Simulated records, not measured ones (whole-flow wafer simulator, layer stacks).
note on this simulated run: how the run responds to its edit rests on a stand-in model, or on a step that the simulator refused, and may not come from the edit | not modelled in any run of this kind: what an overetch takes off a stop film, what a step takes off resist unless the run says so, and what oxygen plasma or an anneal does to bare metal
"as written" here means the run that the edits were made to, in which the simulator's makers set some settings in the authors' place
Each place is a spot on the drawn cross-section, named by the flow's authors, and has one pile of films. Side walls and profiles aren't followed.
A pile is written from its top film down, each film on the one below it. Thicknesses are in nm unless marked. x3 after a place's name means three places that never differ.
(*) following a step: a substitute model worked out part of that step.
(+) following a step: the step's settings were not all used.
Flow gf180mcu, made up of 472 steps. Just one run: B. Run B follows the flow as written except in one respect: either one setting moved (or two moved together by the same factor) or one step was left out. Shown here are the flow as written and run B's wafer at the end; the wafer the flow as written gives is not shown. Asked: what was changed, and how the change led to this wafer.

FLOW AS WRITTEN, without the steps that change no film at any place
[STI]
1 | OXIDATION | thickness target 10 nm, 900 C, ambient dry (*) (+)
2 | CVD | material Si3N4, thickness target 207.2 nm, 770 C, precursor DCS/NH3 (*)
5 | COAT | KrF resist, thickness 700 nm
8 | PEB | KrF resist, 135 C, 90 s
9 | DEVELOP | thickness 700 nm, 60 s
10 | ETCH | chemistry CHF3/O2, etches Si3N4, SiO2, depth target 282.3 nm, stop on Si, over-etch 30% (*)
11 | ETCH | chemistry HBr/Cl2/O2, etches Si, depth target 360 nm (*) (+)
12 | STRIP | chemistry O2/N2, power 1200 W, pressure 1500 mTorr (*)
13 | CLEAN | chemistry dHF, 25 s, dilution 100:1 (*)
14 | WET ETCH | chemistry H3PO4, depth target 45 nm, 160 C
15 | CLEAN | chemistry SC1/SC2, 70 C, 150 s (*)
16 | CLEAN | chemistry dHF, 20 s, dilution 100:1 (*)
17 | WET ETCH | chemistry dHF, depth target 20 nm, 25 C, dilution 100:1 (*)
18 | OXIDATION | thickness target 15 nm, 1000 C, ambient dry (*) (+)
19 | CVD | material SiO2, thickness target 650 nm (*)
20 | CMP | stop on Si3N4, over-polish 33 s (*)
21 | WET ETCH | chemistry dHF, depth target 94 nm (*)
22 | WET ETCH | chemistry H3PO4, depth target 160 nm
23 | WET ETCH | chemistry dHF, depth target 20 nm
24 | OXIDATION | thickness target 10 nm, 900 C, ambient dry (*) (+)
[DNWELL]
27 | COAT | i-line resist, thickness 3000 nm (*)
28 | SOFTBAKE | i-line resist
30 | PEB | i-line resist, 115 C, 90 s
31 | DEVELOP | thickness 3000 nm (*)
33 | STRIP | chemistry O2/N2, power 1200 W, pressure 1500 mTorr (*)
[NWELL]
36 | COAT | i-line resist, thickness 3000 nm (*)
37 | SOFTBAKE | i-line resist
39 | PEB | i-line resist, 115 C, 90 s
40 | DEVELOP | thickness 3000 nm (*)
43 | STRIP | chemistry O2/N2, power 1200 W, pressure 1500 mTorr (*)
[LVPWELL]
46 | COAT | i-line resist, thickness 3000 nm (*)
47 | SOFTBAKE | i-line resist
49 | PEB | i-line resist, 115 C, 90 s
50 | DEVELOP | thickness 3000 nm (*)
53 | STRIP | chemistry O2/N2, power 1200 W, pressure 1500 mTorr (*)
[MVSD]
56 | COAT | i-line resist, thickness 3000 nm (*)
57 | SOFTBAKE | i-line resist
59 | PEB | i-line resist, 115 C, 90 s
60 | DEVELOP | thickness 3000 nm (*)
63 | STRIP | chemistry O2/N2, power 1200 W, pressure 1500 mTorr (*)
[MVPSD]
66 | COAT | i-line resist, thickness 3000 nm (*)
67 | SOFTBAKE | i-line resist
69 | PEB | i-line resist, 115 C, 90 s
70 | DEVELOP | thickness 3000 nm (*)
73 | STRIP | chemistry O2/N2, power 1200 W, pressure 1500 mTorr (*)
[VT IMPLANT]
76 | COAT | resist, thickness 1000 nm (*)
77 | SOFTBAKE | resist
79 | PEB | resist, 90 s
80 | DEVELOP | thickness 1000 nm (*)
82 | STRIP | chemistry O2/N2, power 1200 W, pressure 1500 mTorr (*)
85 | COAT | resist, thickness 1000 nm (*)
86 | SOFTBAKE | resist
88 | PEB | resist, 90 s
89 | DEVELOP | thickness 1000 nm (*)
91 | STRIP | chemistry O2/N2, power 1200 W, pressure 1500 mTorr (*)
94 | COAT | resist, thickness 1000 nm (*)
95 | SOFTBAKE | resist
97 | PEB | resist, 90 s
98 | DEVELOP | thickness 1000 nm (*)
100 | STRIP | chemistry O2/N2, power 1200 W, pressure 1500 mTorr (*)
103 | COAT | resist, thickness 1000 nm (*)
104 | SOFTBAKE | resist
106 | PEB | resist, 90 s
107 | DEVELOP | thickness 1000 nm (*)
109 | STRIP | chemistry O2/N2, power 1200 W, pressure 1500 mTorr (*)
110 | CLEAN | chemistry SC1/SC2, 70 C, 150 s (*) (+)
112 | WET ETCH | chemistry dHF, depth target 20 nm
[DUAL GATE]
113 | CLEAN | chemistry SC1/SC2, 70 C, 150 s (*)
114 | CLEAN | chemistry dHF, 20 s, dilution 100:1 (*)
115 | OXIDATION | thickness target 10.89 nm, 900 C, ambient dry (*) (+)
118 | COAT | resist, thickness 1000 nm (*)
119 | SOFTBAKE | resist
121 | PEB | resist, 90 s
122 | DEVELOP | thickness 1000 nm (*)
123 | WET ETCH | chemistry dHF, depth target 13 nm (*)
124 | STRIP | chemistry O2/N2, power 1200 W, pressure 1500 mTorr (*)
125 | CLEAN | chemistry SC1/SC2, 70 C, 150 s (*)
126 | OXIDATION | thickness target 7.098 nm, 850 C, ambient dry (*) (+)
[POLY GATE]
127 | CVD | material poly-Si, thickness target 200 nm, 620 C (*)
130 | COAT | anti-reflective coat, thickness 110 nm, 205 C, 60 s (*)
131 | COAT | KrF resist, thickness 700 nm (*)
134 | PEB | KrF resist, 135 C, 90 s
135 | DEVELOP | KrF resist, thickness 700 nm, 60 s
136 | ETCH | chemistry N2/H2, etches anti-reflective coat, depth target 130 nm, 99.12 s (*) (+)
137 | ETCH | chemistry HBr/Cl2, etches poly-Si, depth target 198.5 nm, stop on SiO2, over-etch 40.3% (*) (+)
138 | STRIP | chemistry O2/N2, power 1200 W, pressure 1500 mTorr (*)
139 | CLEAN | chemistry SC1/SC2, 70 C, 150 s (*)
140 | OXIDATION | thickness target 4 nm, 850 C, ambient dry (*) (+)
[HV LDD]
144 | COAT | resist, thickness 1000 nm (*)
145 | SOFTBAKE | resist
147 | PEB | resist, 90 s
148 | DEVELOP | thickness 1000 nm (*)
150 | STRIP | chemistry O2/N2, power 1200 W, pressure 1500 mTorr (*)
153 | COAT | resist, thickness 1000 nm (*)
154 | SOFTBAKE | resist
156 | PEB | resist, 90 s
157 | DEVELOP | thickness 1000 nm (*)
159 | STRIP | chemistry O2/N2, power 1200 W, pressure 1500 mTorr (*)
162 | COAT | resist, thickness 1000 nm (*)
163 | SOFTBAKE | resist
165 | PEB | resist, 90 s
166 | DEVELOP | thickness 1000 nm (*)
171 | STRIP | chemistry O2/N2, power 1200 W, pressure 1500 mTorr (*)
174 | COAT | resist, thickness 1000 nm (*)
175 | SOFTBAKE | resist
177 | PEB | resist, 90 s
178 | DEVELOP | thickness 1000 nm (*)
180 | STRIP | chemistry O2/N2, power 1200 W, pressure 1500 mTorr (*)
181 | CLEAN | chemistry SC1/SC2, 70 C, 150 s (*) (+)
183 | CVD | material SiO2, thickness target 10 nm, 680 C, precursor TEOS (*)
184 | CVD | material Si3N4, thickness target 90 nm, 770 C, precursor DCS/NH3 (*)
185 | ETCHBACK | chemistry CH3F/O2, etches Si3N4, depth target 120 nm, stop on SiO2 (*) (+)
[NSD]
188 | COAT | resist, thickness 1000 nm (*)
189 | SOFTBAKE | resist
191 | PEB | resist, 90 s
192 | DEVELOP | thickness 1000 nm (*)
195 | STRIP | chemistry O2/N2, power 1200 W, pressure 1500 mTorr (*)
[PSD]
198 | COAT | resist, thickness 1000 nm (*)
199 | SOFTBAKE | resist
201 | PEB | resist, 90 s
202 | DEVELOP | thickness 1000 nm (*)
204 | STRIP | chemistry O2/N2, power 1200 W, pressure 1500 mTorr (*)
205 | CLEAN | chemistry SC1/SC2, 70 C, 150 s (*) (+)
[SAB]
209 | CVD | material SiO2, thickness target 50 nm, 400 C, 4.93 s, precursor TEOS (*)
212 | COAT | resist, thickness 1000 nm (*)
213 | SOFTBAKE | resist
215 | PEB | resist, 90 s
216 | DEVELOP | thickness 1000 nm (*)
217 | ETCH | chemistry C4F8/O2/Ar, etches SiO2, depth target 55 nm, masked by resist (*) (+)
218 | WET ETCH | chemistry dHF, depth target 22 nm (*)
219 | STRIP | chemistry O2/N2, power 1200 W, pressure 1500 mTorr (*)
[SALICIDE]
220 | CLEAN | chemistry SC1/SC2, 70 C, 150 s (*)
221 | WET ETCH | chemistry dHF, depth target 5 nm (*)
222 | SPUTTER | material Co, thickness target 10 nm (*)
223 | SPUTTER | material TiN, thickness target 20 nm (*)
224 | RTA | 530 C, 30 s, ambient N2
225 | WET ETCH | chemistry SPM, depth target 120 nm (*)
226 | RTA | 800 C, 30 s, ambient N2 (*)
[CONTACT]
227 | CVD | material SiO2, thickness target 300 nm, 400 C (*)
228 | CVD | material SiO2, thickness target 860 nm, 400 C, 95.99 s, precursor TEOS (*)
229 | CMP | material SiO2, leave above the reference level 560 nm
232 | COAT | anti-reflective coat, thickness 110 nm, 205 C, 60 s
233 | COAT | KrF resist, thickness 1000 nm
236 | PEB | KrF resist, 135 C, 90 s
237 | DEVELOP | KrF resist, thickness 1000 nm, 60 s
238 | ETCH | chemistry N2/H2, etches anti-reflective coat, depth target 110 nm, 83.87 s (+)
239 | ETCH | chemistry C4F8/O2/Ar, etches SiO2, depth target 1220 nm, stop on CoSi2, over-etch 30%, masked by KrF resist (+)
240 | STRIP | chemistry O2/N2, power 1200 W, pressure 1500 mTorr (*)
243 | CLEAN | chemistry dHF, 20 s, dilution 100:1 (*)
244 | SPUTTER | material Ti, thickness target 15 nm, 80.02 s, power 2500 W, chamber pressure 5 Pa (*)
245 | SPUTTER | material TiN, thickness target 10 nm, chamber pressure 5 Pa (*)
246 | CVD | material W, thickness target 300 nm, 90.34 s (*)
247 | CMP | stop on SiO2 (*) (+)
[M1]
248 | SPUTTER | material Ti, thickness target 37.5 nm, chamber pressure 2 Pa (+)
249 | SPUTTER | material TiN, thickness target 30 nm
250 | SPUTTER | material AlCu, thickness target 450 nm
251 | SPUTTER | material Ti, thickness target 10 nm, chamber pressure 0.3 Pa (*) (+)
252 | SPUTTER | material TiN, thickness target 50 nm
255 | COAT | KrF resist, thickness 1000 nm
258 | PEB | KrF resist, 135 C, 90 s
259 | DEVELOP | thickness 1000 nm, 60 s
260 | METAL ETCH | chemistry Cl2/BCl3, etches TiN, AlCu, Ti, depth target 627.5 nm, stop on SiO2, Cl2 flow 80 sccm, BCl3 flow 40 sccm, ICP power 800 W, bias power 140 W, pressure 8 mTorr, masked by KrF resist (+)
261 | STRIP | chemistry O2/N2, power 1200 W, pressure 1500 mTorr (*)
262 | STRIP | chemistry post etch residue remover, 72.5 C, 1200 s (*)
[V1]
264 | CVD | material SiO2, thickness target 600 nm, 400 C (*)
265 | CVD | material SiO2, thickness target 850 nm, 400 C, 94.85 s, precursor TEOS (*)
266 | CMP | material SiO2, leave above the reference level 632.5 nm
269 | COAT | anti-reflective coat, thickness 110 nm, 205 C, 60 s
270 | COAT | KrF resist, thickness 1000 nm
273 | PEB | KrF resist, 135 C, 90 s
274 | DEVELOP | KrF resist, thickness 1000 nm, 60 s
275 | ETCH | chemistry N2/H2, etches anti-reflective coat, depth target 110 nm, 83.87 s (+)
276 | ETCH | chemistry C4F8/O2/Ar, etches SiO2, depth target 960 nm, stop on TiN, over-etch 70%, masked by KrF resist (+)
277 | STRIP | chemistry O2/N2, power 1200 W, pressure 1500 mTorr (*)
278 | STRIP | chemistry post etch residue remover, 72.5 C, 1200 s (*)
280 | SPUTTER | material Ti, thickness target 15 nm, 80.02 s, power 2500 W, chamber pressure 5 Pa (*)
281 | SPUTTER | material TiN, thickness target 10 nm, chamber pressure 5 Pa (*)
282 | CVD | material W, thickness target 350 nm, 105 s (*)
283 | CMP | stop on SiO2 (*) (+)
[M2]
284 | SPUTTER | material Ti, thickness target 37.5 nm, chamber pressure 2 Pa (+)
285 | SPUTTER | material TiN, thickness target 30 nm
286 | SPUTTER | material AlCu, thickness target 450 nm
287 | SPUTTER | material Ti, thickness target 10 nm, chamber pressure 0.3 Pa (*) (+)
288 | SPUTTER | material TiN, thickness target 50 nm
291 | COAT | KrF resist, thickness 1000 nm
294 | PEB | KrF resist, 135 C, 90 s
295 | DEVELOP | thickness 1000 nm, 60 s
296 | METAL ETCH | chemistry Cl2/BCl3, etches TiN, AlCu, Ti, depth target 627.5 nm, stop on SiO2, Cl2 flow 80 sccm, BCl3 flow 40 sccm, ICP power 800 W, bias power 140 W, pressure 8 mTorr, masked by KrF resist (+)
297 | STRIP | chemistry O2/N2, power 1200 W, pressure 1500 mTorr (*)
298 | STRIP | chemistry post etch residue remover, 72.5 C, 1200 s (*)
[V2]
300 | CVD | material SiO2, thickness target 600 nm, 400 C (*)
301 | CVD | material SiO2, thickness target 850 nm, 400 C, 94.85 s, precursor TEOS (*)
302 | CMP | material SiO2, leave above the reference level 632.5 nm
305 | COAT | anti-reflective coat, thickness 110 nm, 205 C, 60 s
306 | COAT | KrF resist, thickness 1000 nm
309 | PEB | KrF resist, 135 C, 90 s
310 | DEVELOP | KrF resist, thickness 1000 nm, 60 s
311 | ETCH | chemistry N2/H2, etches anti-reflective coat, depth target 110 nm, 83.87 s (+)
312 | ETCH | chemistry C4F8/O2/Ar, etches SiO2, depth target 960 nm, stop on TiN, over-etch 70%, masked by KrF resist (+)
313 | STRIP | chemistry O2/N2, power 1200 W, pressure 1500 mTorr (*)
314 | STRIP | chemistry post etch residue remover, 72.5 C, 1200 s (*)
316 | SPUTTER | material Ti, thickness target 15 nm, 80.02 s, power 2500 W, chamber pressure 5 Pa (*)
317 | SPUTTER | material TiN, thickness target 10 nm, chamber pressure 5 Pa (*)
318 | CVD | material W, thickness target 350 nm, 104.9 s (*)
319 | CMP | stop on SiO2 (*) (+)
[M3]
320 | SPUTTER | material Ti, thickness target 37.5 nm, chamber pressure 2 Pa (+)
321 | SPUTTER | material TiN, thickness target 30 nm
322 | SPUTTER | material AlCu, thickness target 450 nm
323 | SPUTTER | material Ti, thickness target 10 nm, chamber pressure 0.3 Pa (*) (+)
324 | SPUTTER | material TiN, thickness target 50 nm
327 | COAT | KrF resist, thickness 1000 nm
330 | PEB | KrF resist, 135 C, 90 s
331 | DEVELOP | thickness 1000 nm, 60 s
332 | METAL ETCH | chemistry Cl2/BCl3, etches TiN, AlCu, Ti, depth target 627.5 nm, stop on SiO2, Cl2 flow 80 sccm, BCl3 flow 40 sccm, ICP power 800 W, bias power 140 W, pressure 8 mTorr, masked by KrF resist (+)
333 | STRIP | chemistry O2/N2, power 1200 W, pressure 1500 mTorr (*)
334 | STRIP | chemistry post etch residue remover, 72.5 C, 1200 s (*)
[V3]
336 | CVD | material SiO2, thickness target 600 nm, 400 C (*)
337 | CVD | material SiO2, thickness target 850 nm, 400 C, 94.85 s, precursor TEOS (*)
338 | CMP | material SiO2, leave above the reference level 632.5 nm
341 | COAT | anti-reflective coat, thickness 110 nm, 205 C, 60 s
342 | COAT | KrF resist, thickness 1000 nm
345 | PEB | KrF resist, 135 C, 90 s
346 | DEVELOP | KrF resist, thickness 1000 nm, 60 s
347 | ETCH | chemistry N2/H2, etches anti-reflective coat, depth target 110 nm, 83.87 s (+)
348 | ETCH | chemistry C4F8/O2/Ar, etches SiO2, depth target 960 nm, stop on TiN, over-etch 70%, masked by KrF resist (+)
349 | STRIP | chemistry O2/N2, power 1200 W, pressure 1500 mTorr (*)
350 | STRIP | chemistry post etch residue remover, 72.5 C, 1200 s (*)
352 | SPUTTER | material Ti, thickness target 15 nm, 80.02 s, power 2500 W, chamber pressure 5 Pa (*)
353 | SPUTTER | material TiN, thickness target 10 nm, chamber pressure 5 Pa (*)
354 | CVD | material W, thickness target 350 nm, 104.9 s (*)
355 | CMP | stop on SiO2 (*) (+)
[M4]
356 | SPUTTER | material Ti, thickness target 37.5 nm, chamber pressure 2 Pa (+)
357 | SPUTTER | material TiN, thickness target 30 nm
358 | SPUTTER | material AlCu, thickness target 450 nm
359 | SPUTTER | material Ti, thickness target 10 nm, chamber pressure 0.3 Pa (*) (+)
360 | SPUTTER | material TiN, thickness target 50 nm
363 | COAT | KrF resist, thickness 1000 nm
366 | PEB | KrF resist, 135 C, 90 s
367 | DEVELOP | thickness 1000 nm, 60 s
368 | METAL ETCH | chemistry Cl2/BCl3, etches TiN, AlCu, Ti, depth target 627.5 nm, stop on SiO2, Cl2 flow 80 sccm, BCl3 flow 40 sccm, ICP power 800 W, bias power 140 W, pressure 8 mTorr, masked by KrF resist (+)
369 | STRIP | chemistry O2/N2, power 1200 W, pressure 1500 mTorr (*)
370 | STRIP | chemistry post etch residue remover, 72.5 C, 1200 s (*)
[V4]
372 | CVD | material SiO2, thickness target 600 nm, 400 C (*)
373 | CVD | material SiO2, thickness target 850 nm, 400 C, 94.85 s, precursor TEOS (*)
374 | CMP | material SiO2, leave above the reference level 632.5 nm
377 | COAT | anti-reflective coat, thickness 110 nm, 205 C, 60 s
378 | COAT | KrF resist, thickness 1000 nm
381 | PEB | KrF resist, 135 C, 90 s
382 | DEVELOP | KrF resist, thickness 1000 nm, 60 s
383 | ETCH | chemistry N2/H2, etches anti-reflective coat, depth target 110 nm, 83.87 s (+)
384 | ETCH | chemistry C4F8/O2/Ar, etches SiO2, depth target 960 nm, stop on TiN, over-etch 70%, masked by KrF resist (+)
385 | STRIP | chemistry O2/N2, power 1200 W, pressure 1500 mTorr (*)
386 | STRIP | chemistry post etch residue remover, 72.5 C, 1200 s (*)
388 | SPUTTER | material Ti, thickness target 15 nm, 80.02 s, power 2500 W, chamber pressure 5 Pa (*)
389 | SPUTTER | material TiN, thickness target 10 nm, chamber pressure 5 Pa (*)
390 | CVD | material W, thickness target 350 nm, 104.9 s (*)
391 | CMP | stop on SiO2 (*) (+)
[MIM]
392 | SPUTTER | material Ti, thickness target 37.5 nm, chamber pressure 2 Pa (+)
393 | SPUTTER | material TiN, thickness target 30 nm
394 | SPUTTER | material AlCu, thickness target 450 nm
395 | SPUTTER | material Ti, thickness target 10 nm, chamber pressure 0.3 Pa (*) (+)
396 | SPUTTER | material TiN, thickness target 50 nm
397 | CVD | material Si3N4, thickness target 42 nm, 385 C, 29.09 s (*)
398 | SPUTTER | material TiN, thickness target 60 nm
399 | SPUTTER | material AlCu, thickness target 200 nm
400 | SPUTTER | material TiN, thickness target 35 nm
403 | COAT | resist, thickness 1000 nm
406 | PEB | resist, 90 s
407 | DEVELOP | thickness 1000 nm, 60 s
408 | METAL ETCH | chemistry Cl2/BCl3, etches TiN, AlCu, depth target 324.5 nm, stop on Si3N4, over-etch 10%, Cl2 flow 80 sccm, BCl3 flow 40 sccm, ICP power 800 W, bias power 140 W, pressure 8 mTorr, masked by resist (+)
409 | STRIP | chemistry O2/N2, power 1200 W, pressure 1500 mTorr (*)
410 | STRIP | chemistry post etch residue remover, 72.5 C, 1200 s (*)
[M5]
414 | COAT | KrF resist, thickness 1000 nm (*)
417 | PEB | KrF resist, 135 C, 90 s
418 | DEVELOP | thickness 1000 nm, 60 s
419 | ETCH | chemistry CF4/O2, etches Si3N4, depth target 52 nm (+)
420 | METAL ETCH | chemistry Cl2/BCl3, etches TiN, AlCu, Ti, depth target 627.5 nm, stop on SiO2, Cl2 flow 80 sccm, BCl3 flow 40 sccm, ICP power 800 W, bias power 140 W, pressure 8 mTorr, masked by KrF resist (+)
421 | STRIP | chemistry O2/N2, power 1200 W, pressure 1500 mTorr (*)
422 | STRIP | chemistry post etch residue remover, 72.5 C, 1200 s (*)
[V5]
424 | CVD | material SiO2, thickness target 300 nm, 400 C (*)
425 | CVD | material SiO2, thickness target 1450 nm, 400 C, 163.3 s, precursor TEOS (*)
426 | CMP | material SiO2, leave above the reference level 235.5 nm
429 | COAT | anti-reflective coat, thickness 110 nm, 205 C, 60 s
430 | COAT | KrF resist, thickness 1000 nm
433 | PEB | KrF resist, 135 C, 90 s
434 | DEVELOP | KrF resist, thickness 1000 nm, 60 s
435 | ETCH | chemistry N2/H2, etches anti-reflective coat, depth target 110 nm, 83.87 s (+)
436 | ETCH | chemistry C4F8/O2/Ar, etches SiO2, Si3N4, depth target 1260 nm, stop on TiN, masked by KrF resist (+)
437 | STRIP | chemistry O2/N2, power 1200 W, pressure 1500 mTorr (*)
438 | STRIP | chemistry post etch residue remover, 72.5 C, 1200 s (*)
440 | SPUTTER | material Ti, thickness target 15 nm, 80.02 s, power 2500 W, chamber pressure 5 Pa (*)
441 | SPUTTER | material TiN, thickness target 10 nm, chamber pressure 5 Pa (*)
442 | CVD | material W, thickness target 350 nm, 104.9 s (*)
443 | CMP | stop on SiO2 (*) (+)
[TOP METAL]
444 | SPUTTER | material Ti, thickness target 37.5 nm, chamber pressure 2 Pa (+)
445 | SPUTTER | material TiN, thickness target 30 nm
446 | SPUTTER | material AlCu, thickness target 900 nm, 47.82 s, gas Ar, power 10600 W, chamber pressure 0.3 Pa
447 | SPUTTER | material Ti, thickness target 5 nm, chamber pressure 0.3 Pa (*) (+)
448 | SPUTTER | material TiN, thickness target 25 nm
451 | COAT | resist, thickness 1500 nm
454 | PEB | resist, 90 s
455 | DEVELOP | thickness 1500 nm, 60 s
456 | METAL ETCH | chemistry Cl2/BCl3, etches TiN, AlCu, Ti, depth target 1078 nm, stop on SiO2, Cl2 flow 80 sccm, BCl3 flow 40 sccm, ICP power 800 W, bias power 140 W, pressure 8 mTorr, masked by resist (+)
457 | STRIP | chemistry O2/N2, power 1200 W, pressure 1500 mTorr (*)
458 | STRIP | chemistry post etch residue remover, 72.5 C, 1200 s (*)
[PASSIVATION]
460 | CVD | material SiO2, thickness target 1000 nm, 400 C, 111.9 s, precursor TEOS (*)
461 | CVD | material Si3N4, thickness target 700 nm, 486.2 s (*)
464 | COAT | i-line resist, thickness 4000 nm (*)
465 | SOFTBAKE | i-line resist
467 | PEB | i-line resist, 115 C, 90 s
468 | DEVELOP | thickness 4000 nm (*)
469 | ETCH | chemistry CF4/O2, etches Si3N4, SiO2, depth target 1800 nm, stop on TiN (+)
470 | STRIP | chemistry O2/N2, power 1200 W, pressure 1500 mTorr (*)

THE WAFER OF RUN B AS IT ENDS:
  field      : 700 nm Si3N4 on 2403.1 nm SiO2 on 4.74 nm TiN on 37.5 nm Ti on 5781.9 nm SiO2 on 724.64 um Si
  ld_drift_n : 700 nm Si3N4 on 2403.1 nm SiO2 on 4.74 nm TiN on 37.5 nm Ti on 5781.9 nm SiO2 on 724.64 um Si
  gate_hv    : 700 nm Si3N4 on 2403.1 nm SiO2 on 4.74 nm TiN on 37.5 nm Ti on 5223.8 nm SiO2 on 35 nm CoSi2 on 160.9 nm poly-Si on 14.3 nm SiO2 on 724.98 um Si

The reason: step 420, METAL ETCH: depth target 533.4 nm was run, while the flow as written has depth target 627.5 nm.

How this came from the change, step by step:
  420 | METAL ETCH | chemistry Cl2/BCl3, etches TiN, AlCu, Ti, depth target 627.5 nm, stop on SiO2, Cl2 flow 80 sccm, BCl3 flow 40 sccm, ICP power 800 W, bias power 140 W, pressure 8 mTorr, masked by KrF resist (+)
      field, field__w1, field__w2 and 101 more: -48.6 TiN (all of it), -10 Ti (all of it), -450 AlCu (all of it), -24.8 TiN (it would be, as written: -48.6 TiN (all of it), -10 Ti (all of it), -450 AlCu (all of it), -30 TiN (all of it), -37.5 Ti (all of it))
      field__w4, field__w8, contact, m1, m1__w1, mim, mim_1p0, m1_nw: -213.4 KrF resist (it would be, as written: -251 KrF resist)
  421 | STRIP | chemistry O2/N2, power 1200 W, pressure 1500 mTorr (*)
      field__w8, m1__w1: -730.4 KrF resist (all of it) (it would be, as written: -692.7 KrF resist (all of it))
      contact, m1: -730.8 KrF resist (all of it) (it would be, as written: -693.2 KrF resist (all of it))
      (as well as at 4 more places)
  424 | CVD | material SiO2, thickness target 300 nm, 400 C (*)
      field, field__w1, field__w2 and 101 more: +300 SiO2 (new film) (it would be, as written: +300 SiO2)
  426 | CMP | material SiO2, leave above the reference level 235.5 nm
      field, field__w1, field__w5 and 92 more: -343.1 SiO2 (it would be, as written: -300.8 SiO2)
      field__w2, field__w3, field__w12 and 6 more: -316.8 SiO2 (it would be, as written: -272.7 SiO2)
With metal films that touch counted as one body, field has 1 body; the flow as written gives 0 bodies.
With metal films that touch counted as one body, ld_drift_n has 1 body; the flow as written gives 0 bodies.
With metal films that touch counted as one body, gate_hv has 2 bodies (between them, from the top down: SiO2 5223.8); the flow as written gives 1 body.
